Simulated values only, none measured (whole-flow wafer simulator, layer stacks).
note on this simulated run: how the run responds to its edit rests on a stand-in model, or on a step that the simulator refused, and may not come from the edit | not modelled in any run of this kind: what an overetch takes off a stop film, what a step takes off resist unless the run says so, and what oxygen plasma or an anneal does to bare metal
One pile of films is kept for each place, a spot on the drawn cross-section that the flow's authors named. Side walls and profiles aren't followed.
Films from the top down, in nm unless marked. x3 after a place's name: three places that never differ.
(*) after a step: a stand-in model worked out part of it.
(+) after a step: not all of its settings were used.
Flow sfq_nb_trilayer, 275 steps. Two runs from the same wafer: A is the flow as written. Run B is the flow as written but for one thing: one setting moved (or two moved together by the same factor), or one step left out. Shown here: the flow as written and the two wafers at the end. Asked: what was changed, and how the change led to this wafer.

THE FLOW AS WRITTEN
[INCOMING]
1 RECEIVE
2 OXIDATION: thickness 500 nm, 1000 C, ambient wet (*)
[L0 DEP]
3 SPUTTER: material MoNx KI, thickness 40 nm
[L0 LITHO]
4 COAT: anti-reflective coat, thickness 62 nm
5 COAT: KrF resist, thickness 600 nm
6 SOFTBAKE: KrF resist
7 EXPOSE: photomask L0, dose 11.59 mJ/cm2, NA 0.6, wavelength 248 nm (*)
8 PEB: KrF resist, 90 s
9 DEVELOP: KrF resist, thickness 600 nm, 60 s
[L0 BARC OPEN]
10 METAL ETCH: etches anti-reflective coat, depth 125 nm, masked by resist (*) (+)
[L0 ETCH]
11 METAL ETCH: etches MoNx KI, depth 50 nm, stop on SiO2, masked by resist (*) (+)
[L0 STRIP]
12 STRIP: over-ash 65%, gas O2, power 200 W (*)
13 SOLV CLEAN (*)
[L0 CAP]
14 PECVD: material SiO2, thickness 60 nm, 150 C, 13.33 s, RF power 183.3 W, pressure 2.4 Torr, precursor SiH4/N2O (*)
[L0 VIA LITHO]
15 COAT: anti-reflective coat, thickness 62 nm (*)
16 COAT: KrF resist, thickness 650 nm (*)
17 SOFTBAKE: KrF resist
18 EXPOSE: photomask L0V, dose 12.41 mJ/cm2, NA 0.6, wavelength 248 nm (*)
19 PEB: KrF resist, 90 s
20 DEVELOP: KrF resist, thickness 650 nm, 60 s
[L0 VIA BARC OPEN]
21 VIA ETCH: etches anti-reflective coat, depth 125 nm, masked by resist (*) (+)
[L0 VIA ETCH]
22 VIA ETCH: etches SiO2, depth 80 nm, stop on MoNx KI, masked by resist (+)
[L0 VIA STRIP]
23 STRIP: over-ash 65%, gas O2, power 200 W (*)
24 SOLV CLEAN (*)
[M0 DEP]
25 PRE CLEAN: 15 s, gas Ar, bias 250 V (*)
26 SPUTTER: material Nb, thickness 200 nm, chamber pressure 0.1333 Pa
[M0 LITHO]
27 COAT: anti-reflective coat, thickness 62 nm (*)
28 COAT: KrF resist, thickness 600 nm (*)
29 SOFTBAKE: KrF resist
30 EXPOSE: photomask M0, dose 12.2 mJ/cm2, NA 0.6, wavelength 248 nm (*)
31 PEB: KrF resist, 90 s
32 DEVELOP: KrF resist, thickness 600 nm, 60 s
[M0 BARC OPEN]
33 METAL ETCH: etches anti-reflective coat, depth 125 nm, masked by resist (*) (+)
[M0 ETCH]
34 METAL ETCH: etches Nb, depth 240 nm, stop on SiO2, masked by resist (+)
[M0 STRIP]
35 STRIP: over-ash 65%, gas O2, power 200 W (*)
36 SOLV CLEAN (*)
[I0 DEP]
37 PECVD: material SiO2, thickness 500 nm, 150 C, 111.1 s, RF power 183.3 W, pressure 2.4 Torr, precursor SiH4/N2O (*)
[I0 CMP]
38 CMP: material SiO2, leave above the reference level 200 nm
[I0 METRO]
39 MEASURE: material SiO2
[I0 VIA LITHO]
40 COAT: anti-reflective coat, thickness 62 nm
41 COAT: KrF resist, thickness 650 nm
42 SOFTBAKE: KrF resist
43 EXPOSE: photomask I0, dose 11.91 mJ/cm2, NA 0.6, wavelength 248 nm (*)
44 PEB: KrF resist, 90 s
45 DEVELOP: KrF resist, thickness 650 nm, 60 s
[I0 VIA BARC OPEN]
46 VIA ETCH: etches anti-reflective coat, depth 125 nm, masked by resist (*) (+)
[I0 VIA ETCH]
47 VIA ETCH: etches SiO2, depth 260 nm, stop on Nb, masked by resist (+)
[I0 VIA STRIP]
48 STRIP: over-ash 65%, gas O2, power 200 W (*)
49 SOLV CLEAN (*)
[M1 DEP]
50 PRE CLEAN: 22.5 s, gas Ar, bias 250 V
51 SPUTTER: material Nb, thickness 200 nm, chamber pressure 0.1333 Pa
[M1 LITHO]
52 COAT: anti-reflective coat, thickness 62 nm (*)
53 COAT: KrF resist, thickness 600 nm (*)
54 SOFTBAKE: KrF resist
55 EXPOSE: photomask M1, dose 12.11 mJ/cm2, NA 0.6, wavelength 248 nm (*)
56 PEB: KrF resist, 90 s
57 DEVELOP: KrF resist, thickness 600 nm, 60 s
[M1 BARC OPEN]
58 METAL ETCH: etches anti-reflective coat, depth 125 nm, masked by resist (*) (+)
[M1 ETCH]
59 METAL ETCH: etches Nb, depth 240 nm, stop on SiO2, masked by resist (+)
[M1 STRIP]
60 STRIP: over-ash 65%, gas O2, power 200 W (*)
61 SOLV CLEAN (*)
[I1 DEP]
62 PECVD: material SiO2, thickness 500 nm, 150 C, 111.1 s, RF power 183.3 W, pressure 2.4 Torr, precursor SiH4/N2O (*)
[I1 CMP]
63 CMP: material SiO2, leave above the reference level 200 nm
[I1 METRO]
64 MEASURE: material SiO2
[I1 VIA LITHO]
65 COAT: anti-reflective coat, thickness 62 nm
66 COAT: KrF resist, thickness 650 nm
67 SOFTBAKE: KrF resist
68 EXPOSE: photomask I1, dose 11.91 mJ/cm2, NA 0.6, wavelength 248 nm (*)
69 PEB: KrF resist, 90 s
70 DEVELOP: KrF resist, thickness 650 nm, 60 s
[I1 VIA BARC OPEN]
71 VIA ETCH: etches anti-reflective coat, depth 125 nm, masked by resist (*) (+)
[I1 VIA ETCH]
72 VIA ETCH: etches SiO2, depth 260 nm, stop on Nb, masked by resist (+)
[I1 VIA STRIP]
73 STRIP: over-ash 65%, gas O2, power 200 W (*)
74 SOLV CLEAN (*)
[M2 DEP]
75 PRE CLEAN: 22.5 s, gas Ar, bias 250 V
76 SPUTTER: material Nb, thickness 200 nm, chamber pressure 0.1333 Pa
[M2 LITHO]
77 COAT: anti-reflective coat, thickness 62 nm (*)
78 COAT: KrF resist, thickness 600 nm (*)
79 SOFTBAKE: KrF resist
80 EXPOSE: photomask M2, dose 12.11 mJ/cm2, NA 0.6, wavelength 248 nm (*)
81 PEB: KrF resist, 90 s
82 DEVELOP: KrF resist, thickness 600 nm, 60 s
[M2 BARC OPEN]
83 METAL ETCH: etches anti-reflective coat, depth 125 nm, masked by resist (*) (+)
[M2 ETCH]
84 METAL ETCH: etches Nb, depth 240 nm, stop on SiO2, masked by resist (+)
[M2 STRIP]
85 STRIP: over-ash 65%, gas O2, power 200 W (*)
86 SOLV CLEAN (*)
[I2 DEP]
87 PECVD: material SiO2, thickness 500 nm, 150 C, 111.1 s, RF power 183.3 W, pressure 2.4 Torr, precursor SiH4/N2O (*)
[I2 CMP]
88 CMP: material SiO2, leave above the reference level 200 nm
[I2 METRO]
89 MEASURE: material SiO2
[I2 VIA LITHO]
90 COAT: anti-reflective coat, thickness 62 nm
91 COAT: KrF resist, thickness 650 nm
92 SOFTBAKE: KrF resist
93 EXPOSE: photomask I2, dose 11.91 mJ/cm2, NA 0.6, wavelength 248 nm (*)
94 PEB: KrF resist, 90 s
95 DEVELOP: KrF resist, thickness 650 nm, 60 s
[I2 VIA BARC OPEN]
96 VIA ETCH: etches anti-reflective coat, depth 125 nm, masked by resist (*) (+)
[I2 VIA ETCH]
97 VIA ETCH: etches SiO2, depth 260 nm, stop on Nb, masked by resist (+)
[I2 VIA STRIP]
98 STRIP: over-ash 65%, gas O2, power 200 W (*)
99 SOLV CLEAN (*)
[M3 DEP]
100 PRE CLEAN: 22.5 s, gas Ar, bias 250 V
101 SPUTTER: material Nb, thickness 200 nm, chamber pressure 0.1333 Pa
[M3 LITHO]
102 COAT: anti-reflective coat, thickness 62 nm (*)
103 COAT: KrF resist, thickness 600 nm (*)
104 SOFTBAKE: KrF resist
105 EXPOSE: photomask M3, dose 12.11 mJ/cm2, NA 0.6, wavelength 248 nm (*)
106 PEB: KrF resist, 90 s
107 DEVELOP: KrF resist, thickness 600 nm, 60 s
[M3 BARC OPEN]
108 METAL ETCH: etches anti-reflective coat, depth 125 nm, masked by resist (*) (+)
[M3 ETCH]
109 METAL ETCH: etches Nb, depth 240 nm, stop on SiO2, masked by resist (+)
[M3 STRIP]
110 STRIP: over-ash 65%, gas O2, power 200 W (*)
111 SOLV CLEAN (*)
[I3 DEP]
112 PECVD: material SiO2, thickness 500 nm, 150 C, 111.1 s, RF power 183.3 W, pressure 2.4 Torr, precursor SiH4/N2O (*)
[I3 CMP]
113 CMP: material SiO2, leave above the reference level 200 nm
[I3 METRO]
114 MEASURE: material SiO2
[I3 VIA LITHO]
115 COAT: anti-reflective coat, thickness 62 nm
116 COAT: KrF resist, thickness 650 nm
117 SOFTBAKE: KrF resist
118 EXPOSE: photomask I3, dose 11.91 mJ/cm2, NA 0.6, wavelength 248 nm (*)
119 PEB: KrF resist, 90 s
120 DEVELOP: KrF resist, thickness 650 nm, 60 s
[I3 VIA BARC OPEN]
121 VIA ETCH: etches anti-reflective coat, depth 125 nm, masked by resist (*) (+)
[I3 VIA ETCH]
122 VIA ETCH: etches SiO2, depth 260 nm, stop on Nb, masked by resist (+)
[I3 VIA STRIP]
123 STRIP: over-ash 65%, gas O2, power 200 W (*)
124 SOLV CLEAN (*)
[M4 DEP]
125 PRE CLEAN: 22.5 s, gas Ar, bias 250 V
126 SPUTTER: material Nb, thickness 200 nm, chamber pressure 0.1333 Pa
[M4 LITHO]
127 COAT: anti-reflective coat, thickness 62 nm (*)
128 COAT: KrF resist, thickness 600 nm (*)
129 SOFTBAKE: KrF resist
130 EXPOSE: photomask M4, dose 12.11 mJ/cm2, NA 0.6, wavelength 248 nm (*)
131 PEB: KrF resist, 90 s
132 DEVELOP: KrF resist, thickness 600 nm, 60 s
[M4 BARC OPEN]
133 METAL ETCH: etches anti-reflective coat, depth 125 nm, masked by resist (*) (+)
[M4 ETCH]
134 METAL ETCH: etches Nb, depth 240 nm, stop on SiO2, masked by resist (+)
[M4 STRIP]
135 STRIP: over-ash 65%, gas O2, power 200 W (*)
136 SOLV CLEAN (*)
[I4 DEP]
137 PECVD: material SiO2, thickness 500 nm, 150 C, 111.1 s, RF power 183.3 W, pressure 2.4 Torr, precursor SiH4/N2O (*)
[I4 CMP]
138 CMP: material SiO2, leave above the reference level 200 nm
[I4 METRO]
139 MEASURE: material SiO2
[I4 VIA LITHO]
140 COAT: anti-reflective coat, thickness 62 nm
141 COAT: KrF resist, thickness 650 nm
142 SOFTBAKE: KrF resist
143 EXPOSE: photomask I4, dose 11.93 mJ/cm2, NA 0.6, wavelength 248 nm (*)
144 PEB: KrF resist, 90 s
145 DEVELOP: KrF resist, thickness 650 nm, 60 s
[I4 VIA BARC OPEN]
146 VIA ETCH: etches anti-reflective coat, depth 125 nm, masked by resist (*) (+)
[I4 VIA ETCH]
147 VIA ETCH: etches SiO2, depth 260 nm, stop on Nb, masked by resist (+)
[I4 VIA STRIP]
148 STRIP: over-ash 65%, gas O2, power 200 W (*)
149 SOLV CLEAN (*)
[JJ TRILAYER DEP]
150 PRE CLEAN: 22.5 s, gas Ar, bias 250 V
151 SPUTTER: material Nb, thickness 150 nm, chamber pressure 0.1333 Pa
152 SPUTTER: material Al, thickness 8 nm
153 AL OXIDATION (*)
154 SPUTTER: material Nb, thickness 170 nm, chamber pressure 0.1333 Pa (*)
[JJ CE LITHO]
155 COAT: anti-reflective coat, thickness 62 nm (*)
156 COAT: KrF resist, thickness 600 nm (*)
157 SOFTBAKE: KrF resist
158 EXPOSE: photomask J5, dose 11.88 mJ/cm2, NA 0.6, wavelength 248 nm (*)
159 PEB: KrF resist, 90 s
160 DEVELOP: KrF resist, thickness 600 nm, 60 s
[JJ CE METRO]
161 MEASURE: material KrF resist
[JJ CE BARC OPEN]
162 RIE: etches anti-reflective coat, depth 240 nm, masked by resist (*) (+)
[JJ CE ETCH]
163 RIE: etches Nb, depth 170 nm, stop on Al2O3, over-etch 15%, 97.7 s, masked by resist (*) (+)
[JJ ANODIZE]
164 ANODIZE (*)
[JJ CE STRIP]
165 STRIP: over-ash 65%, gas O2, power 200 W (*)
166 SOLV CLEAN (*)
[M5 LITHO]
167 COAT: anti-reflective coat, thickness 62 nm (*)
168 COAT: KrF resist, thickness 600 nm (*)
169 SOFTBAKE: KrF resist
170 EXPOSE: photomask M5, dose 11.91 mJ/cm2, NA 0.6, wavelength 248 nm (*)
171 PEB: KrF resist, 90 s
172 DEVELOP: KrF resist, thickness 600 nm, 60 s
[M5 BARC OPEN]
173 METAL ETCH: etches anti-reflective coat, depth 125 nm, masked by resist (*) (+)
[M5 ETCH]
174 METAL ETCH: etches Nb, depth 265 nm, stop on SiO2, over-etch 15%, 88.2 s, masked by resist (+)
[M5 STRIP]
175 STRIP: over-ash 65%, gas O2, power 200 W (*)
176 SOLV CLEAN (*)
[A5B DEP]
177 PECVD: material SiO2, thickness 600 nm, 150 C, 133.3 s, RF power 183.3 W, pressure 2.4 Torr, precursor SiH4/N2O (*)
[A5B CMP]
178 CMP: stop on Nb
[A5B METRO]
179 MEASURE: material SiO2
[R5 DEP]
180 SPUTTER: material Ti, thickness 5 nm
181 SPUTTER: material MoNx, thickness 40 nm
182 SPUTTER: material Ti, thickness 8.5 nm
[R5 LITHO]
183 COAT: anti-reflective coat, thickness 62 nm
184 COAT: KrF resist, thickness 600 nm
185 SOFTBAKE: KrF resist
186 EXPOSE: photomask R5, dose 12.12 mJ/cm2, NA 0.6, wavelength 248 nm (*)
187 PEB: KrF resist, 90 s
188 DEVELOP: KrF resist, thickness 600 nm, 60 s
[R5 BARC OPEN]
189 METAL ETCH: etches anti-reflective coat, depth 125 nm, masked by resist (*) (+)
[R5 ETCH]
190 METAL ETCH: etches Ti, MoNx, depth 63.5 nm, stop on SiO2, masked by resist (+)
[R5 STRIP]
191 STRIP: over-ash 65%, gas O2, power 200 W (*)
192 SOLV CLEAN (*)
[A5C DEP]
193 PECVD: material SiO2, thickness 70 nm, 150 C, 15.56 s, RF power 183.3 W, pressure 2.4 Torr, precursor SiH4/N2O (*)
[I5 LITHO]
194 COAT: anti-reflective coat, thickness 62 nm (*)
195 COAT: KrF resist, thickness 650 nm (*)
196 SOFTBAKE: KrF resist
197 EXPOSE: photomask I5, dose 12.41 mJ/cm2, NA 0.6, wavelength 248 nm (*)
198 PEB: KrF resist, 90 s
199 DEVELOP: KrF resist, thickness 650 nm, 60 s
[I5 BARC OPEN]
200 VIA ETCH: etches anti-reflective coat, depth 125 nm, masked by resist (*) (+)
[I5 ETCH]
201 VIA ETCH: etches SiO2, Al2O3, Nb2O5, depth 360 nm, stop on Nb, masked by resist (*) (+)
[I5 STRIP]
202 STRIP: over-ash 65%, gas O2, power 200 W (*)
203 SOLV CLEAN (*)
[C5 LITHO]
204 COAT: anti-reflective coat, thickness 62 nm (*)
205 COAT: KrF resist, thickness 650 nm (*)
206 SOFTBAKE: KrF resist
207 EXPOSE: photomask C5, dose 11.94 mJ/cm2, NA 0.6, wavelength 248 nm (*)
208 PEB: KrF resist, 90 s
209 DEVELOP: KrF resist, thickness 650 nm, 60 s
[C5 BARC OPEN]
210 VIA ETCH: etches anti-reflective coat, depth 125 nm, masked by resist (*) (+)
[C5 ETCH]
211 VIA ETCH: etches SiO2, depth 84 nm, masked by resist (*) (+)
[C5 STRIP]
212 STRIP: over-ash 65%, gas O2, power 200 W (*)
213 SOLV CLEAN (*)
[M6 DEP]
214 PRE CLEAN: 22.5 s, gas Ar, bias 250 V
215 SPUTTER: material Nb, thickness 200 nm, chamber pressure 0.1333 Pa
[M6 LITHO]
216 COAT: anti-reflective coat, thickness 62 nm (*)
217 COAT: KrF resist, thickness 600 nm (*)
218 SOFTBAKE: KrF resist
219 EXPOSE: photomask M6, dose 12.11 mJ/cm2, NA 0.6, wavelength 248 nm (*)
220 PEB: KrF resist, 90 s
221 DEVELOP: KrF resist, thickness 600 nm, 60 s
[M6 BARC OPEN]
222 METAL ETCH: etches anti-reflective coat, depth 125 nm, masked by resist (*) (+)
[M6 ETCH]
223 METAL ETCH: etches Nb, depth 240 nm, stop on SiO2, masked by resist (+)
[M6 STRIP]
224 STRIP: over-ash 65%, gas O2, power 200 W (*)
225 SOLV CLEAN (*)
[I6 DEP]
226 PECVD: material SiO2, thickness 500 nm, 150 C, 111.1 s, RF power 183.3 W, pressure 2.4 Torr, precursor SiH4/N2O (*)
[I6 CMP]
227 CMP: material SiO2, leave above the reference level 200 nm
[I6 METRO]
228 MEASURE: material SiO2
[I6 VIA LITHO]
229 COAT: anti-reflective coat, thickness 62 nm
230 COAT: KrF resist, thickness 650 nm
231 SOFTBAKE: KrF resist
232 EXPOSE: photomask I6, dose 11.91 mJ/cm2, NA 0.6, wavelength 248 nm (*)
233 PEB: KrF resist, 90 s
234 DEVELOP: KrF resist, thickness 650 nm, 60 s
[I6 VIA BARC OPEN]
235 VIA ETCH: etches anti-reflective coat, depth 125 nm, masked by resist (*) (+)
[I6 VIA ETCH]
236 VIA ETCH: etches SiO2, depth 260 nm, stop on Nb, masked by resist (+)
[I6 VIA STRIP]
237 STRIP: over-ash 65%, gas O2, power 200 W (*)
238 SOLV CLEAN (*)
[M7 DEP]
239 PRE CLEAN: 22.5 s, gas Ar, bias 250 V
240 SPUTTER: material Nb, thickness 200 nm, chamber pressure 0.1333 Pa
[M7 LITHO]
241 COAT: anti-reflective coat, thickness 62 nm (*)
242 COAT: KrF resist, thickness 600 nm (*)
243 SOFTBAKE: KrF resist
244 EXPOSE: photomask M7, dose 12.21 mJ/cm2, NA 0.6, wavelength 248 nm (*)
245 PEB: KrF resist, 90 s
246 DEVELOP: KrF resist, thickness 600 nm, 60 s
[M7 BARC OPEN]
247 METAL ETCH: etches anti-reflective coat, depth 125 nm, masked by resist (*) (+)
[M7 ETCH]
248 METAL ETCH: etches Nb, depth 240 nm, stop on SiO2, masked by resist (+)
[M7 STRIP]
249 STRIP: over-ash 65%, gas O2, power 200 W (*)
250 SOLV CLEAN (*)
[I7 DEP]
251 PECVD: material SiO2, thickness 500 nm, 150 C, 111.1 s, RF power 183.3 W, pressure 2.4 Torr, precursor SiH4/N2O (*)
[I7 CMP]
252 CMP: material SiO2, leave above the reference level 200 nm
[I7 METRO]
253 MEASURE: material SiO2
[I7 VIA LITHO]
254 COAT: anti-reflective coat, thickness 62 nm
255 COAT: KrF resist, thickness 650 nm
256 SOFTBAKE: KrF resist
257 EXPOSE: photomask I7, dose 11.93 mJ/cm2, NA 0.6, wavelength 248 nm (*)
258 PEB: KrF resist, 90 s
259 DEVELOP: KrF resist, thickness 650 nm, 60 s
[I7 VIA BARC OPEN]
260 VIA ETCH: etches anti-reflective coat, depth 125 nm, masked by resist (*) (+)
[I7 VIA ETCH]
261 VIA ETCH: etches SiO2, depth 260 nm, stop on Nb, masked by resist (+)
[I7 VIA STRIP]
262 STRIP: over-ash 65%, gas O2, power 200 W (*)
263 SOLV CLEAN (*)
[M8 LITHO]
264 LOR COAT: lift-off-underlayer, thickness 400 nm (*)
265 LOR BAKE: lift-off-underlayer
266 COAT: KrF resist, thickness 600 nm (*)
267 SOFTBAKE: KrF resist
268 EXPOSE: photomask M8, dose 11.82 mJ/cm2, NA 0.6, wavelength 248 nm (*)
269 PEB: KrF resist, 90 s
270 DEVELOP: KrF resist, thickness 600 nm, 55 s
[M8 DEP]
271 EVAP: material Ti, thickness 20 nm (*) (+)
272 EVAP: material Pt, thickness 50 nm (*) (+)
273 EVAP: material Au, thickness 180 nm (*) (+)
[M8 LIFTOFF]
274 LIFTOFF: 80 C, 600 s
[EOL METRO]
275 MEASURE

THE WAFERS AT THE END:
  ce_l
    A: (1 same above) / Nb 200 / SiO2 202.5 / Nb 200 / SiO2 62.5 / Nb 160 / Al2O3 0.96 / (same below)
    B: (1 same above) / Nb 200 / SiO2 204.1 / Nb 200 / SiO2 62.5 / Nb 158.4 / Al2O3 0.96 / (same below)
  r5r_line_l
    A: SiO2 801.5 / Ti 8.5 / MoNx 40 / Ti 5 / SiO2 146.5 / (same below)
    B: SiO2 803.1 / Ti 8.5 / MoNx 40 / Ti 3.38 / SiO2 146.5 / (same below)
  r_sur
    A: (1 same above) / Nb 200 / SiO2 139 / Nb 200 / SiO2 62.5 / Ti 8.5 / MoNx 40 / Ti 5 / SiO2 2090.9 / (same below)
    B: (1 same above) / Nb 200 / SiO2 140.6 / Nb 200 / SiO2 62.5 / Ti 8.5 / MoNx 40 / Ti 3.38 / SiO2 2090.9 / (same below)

The cause: step 180, SPUTTER: thickness 3.38 nm was run, where the flow has thickness 5 nm.
It can be read off the wafer: r5r_line_l has Ti 3.38, and step 180 as written asks for 5 nm.

How the change led to this, step by step:
  180 SPUTTER: material Ti, thickness 5 nm
      field_l, v_sur, via_wl and 103 more: A Ti +5 (new film) | B Ti +3.38 (new film)
  190 METAL ETCH: etches Ti, MoNx, depth 63.5 nm, stop on SiO2, masked by resist (+)
      field_l, v_sur, via_wl and 92 more: A Ti -8.5 (all of it), MoNx -40 (all of it), Ti -5 (all of it) | B Ti -8.5 (all of it), MoNx -40 (all of it), Ti -3.38 (all of it)
      ce_l, c5j, ce_r, wl_jj: A Ti -8.5 (all of it), MoNx -40 (all of it), Ti -5 (all of it), Nb -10 | B Ti -8.5 (all of it), MoNx -40 (all of it), Ti -3.38 (all of it), Nb -11.6
